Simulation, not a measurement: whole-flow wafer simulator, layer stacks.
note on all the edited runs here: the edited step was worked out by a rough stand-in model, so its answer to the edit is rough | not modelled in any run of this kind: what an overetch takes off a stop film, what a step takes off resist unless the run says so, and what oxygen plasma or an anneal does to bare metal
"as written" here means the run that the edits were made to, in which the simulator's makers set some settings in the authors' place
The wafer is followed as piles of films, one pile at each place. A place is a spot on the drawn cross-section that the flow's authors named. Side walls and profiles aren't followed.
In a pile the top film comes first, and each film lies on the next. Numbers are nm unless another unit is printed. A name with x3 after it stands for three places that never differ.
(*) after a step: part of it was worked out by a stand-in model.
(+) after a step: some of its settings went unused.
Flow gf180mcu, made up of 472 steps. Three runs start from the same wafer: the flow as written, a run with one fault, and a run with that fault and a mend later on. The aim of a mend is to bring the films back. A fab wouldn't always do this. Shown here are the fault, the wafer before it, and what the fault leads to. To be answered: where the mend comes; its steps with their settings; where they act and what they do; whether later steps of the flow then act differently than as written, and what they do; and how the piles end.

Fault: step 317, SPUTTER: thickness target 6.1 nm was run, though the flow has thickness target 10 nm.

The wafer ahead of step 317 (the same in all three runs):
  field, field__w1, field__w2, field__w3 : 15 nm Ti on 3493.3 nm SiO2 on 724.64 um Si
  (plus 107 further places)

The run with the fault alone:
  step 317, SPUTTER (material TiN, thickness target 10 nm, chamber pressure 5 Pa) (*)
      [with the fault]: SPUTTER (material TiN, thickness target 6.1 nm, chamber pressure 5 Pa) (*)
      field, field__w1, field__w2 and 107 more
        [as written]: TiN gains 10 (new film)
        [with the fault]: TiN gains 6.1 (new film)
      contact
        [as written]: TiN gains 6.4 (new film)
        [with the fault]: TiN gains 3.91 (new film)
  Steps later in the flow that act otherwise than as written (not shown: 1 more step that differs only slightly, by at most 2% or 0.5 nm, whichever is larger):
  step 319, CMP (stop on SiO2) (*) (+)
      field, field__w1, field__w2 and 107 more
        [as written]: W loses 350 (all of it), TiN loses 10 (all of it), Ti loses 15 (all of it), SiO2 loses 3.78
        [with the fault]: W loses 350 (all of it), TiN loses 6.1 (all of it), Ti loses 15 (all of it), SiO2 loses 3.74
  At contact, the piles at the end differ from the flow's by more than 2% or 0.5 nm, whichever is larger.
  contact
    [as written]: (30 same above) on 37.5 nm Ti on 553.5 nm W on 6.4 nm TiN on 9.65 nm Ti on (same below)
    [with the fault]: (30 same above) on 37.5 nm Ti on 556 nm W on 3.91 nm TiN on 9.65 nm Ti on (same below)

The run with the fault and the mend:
  After step 317 comes the mend.
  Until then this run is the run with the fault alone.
  step 317a, SPUTTER (material TiN, thickness target 3.9 nm, chamber pressure 5 Pa) (*) (the flow's step 317 again, with other settings)
      field, field__w1, field__w2 and 107 more
        TiN gains 3.9
      contact
        TiN gains 2.49
  Every later step of the flow that is run acts as written at every place that is followed.
  At every place that both follow, the piles at the end match the flow's.
